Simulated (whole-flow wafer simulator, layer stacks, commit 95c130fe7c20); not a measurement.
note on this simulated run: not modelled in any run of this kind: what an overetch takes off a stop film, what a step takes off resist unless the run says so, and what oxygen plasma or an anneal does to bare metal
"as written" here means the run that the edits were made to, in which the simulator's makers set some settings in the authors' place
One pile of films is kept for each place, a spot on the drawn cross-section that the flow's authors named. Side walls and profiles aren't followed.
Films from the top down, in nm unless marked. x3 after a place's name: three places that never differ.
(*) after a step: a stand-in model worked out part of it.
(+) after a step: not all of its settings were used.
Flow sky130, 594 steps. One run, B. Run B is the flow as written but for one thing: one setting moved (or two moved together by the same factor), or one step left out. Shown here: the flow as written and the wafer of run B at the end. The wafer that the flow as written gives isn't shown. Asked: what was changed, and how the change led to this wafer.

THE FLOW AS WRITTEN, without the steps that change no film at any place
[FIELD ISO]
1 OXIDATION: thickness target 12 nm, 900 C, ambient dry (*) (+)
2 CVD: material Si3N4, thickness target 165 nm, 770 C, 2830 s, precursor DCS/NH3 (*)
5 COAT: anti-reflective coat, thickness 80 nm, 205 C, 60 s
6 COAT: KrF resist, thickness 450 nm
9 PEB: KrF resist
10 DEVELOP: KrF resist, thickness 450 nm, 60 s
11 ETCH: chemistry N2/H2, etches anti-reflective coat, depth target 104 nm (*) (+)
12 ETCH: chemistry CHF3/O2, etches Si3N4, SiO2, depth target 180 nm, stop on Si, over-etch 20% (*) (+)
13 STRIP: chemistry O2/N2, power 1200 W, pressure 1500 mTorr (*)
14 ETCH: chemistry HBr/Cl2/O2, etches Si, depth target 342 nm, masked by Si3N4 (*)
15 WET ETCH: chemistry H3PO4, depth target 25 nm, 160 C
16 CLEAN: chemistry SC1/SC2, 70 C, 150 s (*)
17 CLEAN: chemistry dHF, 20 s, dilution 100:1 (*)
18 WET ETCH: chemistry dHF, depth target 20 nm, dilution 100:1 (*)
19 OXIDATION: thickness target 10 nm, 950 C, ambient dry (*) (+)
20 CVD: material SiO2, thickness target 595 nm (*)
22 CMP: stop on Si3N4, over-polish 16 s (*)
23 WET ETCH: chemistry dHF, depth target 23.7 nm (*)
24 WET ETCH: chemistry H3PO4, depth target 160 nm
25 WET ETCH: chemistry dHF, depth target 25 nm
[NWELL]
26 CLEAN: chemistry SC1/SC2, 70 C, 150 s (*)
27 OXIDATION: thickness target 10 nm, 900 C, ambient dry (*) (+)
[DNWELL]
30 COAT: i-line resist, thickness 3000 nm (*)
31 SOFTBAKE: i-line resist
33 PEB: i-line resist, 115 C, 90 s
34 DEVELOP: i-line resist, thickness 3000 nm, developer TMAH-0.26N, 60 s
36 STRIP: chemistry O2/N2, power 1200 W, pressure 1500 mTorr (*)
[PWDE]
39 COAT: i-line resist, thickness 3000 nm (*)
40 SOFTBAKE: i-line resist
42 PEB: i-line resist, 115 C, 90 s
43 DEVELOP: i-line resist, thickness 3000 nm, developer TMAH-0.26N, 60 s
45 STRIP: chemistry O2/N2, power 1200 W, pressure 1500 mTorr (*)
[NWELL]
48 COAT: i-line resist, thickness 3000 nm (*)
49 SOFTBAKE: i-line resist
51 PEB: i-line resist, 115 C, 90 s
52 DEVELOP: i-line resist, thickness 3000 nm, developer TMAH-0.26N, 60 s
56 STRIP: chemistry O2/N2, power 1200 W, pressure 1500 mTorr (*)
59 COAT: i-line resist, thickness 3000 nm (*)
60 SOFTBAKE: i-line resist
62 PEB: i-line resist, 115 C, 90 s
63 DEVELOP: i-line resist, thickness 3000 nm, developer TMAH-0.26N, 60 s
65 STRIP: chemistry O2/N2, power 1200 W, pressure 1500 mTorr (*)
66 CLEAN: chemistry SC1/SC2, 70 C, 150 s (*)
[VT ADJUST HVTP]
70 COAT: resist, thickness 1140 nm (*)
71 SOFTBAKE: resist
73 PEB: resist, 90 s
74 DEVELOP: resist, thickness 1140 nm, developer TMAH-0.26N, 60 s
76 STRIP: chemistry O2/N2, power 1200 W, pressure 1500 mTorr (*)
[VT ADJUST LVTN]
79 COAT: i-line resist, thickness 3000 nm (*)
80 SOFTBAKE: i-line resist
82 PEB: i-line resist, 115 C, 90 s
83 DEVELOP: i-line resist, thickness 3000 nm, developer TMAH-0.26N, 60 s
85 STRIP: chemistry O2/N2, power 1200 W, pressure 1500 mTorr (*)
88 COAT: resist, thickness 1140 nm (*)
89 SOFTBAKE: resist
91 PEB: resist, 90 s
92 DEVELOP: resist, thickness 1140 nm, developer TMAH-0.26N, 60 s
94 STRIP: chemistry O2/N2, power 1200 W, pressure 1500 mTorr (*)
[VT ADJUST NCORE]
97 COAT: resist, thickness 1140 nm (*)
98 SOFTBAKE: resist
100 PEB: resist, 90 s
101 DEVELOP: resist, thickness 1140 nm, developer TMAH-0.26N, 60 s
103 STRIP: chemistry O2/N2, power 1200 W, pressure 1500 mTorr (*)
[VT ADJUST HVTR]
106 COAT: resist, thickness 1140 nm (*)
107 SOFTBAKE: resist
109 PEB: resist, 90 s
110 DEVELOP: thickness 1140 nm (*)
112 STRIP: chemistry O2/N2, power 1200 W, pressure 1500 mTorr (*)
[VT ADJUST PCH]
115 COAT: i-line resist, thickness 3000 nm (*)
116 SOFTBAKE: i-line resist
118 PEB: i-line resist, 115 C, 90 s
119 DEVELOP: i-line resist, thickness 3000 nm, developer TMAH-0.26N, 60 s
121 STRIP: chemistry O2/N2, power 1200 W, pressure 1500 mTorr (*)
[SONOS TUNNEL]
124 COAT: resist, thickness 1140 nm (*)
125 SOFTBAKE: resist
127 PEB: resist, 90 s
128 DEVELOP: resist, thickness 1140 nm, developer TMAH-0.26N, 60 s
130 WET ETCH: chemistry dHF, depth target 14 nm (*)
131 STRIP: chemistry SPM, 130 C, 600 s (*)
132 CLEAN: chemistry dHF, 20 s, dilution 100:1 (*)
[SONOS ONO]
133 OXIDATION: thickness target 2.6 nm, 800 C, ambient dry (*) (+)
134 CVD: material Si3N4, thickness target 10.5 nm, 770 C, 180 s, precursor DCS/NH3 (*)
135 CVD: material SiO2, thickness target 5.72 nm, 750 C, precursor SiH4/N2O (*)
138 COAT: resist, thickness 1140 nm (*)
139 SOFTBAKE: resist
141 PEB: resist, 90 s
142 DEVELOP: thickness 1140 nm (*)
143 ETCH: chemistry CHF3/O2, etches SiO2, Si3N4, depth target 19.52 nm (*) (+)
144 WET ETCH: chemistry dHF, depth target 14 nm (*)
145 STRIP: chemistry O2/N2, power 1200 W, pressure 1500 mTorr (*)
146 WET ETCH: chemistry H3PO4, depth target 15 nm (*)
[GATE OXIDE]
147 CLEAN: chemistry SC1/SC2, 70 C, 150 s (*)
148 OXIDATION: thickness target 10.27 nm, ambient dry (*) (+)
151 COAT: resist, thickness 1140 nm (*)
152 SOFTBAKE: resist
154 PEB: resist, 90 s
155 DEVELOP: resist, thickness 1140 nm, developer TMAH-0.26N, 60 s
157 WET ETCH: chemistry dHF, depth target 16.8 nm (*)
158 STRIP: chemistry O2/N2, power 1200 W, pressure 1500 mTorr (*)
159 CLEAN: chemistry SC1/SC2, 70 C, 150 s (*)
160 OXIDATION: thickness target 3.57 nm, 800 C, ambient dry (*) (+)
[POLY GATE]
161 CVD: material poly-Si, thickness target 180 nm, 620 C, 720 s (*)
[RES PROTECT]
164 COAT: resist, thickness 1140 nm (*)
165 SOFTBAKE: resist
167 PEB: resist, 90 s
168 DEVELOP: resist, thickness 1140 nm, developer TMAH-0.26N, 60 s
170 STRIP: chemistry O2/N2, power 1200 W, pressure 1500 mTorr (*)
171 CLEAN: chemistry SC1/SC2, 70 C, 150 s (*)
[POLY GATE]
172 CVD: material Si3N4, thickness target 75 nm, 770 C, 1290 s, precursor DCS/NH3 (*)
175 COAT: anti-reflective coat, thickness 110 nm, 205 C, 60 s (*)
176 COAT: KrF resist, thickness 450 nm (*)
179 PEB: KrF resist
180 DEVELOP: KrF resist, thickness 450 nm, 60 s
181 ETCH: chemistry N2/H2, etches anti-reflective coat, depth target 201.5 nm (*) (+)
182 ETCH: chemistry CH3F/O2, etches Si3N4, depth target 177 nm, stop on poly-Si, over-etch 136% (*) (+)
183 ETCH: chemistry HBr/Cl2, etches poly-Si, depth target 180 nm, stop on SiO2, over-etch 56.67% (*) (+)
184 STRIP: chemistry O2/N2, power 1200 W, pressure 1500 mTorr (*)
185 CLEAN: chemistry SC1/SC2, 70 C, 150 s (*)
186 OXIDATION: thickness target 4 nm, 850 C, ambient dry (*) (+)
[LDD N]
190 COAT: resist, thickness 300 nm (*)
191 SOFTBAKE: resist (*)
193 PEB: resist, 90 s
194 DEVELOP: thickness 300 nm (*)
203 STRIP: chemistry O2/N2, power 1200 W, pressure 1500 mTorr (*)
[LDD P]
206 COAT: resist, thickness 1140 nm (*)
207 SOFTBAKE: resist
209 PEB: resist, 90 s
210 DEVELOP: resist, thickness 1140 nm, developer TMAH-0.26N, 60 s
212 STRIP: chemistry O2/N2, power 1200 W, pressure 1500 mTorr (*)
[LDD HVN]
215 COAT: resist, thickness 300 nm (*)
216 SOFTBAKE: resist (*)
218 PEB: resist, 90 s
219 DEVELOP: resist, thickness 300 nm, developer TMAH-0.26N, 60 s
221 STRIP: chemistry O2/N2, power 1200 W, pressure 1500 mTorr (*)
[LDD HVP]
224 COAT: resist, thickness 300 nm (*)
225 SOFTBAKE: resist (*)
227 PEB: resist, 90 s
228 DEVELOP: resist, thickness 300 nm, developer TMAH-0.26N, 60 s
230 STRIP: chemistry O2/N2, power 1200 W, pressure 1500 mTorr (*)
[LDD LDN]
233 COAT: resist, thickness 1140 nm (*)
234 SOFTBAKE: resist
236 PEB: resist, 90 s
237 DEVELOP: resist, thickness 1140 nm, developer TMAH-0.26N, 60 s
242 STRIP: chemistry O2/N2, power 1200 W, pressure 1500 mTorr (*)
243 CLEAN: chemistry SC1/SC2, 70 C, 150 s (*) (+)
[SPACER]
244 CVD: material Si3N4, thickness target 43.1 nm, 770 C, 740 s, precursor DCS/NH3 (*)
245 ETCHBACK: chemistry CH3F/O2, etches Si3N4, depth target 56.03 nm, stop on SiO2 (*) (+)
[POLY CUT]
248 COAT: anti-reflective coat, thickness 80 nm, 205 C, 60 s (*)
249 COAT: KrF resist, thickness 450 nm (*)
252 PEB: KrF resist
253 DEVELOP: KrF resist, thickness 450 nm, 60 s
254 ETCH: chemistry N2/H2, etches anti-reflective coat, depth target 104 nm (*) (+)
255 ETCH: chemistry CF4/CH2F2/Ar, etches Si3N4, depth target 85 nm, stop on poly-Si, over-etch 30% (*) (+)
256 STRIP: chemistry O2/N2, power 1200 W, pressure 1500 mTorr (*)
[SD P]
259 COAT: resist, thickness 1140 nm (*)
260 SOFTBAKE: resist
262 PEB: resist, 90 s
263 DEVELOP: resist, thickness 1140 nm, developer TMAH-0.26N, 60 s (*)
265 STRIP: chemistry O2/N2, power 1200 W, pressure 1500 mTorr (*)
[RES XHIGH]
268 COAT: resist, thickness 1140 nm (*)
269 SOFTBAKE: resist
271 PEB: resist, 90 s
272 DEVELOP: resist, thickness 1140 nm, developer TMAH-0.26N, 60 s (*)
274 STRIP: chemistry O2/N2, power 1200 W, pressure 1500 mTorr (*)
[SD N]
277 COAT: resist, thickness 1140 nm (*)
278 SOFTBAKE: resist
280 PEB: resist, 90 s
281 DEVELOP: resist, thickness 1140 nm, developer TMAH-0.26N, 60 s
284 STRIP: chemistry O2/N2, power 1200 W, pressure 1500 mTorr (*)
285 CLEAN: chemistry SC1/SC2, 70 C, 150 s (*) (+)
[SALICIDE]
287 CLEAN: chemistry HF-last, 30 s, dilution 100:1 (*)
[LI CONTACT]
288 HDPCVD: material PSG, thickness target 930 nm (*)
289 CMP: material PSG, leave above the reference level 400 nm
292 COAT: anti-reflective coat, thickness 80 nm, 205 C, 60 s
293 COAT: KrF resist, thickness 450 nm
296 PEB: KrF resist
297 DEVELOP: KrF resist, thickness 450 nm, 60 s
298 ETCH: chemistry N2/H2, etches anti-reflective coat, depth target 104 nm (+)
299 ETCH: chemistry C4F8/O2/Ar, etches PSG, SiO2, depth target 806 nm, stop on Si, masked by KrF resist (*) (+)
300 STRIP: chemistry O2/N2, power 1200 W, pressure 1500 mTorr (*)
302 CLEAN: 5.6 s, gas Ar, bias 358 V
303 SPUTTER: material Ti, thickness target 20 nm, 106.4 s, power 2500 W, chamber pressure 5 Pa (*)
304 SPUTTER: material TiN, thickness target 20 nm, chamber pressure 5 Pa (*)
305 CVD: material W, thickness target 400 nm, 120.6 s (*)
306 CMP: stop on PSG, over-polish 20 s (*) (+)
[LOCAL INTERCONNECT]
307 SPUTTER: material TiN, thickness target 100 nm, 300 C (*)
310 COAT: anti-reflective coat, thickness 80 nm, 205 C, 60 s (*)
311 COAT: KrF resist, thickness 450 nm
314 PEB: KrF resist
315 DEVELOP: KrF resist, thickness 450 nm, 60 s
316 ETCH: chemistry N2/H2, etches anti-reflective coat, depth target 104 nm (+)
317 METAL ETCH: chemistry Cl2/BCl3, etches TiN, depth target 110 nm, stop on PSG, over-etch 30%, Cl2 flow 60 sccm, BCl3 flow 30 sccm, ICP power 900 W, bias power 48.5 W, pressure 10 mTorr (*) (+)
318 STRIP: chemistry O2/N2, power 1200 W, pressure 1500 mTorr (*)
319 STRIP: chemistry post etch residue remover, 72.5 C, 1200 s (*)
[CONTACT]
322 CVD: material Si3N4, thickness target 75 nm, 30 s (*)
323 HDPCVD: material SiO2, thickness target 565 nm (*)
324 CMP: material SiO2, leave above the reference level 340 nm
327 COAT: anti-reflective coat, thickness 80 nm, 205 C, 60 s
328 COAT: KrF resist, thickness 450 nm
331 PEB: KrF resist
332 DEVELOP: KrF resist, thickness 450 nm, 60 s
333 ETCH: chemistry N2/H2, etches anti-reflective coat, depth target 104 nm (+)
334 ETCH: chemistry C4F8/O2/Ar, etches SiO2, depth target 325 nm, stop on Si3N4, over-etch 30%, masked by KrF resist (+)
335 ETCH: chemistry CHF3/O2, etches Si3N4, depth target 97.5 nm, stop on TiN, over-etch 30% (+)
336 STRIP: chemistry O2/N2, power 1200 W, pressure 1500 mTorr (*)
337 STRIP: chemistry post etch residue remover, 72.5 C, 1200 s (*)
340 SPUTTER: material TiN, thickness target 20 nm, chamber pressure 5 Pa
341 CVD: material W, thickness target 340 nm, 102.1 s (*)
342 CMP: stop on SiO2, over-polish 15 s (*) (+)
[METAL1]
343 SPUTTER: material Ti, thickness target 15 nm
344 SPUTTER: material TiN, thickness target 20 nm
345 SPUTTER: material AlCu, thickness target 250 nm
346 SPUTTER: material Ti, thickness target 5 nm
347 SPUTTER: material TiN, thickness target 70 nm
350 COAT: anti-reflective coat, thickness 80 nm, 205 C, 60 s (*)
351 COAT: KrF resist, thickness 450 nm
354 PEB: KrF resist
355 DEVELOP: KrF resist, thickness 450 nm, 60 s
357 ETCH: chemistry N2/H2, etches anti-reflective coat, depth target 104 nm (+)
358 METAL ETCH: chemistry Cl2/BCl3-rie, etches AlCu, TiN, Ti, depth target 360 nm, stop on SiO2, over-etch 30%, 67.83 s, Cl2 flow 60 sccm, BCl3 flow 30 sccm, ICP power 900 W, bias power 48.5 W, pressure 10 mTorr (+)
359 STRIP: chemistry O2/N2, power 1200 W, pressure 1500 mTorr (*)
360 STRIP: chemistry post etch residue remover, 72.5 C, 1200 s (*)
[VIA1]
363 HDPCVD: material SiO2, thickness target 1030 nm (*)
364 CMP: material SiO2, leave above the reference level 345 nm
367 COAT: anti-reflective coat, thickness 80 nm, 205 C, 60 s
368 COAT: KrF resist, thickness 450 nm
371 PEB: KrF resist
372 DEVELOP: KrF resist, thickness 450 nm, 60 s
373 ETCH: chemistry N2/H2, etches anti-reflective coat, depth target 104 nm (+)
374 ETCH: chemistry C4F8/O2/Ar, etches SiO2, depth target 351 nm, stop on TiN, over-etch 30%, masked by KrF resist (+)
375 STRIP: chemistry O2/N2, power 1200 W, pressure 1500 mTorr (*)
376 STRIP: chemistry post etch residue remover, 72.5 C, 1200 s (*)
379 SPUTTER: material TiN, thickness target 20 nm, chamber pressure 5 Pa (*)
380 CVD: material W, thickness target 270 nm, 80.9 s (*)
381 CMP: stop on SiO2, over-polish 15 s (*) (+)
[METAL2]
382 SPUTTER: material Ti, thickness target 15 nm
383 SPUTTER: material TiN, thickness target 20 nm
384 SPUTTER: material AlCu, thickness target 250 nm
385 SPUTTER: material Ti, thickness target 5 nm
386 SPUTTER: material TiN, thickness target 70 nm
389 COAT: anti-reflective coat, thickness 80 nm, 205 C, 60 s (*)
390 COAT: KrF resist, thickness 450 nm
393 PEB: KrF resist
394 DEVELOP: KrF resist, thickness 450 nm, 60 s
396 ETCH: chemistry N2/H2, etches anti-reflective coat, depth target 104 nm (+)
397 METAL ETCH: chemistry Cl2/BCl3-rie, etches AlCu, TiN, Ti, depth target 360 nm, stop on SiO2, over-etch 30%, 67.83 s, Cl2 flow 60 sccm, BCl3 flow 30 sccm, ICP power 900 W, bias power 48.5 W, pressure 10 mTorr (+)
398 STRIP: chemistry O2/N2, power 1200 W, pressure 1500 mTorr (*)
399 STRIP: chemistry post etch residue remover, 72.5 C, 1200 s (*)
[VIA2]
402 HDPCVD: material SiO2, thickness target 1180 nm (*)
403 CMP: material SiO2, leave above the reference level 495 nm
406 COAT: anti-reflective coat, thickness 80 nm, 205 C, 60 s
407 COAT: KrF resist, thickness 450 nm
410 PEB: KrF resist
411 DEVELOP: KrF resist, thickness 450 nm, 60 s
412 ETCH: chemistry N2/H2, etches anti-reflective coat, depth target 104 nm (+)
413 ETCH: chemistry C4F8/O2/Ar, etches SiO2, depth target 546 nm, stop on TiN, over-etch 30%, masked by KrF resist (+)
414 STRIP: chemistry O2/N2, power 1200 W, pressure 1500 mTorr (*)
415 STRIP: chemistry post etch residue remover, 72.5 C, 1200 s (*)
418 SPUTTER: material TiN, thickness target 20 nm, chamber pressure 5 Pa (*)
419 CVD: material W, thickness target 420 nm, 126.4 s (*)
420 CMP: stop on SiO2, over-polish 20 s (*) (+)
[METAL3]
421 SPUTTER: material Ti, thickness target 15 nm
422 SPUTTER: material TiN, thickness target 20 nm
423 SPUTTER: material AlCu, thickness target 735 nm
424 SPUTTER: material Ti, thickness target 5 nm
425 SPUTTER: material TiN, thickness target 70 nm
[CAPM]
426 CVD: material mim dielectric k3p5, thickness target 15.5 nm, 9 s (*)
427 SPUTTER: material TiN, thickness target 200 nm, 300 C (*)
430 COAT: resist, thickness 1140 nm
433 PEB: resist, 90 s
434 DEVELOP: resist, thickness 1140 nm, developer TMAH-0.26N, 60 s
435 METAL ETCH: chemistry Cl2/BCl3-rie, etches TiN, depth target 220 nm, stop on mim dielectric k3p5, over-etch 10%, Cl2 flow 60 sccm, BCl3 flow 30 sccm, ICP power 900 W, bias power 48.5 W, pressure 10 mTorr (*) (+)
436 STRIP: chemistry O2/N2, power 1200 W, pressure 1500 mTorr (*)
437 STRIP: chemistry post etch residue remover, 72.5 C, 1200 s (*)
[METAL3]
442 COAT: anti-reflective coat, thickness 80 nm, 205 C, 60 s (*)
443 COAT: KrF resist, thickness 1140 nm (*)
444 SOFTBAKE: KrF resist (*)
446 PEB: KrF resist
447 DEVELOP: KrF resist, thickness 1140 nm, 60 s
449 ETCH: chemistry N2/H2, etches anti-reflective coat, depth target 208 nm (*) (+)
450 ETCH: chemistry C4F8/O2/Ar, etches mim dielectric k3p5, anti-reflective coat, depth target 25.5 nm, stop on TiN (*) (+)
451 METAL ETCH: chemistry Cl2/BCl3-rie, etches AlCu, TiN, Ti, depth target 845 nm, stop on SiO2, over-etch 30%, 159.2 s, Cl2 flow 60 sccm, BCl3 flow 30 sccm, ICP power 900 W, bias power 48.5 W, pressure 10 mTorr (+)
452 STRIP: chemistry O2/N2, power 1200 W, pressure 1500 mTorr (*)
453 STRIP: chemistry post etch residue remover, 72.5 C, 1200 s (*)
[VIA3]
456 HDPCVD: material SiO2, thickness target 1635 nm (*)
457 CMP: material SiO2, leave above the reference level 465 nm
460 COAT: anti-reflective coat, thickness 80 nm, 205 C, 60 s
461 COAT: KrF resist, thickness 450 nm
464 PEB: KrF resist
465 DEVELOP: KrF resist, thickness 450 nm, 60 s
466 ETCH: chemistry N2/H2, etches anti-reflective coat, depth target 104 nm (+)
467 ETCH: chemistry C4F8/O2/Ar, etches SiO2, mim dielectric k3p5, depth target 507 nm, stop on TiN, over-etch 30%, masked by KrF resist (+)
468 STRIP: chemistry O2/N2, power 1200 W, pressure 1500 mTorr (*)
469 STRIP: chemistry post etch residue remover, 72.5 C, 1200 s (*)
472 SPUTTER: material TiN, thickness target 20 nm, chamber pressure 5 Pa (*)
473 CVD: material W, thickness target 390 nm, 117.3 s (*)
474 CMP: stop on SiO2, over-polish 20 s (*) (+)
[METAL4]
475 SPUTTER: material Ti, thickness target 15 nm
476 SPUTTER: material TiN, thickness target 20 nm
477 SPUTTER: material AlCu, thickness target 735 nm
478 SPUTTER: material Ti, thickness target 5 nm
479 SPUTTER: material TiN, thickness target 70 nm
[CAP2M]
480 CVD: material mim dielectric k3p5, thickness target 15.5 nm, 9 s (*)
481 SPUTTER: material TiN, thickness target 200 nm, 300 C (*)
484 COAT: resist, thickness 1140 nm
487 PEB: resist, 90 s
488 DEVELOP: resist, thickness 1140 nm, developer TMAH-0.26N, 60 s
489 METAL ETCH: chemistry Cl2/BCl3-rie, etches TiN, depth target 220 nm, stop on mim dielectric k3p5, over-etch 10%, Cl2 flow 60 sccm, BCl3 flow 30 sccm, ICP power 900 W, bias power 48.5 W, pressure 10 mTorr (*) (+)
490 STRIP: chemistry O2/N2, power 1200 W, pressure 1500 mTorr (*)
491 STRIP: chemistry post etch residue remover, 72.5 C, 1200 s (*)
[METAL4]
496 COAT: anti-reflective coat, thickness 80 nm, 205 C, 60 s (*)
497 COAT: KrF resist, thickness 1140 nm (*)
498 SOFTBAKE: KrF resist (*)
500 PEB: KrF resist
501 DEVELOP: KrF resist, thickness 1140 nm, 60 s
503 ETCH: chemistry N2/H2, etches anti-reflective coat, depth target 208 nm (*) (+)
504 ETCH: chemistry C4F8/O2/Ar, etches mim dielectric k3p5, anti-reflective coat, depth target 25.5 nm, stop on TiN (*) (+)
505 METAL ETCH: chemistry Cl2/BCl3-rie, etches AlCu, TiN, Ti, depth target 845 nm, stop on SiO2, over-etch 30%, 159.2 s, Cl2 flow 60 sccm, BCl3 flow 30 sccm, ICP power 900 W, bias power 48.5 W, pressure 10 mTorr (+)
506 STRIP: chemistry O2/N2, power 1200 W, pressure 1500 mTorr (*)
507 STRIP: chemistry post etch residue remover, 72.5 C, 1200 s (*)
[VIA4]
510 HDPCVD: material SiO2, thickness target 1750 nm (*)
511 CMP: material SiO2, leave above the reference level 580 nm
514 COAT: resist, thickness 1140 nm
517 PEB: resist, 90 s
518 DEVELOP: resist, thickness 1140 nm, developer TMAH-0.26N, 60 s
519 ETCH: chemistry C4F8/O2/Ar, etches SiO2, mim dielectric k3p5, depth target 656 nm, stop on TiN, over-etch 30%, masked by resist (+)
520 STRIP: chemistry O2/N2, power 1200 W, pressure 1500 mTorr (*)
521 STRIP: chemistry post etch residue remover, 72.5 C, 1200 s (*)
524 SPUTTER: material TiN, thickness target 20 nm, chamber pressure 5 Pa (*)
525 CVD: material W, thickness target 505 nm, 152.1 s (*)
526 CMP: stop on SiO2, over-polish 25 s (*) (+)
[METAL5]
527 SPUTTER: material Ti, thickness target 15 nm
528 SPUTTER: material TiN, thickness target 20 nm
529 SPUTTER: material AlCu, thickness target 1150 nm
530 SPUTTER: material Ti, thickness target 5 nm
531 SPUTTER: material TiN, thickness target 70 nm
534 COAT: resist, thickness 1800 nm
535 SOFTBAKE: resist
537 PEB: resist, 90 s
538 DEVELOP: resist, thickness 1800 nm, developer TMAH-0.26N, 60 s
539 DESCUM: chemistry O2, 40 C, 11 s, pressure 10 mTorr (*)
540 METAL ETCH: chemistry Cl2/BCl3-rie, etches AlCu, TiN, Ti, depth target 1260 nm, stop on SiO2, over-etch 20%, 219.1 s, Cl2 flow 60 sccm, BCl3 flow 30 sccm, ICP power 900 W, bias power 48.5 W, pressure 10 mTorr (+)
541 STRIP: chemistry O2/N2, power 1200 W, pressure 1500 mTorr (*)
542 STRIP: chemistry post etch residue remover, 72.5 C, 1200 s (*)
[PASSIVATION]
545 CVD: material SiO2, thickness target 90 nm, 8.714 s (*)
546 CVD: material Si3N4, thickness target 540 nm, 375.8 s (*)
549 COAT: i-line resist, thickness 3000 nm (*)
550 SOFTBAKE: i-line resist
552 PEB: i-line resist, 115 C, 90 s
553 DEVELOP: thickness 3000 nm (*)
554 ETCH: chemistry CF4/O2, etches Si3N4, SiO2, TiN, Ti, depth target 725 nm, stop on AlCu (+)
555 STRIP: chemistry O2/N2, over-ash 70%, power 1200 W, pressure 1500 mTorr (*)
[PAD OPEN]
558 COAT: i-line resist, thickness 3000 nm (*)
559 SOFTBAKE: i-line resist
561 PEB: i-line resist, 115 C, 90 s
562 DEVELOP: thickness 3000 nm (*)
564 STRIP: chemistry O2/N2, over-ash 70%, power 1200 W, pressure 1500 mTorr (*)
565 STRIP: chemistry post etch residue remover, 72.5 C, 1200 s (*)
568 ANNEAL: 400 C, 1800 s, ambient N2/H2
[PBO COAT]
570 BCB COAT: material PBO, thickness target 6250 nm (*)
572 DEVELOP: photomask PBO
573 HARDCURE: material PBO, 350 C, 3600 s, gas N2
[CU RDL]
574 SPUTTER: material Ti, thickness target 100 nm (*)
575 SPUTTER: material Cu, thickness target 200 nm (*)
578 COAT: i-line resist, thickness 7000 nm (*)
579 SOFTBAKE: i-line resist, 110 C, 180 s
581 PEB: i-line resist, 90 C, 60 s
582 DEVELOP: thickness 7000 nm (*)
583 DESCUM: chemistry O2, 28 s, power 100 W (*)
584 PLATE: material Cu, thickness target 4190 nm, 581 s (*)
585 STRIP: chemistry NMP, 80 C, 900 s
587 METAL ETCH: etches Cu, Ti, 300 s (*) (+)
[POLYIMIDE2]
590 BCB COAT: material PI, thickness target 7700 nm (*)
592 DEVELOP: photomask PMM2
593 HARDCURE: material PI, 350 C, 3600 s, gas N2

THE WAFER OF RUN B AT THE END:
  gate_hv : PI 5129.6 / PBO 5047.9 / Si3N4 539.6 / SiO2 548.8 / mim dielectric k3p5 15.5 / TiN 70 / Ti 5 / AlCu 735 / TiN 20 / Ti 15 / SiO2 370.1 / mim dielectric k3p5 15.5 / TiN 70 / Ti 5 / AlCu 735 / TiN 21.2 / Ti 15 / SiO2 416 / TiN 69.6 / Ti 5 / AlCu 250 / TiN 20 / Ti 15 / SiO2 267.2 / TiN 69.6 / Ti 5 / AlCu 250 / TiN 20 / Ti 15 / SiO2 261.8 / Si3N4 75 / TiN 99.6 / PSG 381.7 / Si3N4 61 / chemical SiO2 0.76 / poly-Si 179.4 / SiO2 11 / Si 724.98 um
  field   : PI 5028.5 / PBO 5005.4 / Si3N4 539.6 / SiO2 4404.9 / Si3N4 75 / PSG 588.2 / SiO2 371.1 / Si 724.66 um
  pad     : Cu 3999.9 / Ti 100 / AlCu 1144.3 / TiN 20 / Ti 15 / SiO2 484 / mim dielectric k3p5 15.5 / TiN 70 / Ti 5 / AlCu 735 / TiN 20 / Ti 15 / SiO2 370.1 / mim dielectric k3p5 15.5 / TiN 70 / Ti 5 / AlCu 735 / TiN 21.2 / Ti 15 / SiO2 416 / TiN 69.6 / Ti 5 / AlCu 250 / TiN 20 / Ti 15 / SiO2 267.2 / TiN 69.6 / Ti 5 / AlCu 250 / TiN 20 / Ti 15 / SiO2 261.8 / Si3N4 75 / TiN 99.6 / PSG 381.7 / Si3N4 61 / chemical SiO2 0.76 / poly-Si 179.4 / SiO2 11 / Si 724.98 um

The cause: step 422, SPUTTER: thickness target 21.2 nm was run, where the flow has thickness target 20 nm.
It can be read off the wafer: gate_hv has TiN 21.2, and step 422 as written asks for 20 nm.

How the change led to this, step by step:
  422 SPUTTER: material TiN, thickness target 20 nm
      field, active, n_well and 188 more: TiN +21.2 (new film) (as written it would be: TiN +20 (new film))
  451 METAL ETCH: chemistry Cl2/BCl3-rie, etches AlCu, TiN, Ti, depth target 845 nm, stop on SiO2, over-etch 30%, 159.2 s, Cl2 flow 60 sccm, BCl3 flow 30 sccm, ICP power 900 W, bias power 48.5 W, pressure 10 mTorr (+)
      field, active, gate and 69 more: TiN -70 (all of it), Ti -5 (all of it), AlCu -735 (all of it), TiN -21.2 (all of it), Ti -15 (all of it), SiO2 -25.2 (as written it would be: TiN -70 (all of it), Ti -5 (all of it), AlCu -735 (all of it), TiN -20 (all of it), Ti -15 (all of it), SiO2 -25.4)
      vpp_ln, vpp_iso2, ndiff_ln and 10 more: TiN -70 (all of it), Ti -5 (all of it), AlCu -735 (all of it), TiN -21.2 (all of it), Ti -15 (all of it), SiO2 -25.2 (as written it would be: TiN -70 (all of it), Ti -5 (all of it), AlCu -735 (all of it), TiN -20 (all of it), Ti -15 (all of it), SiO2 -25.3)
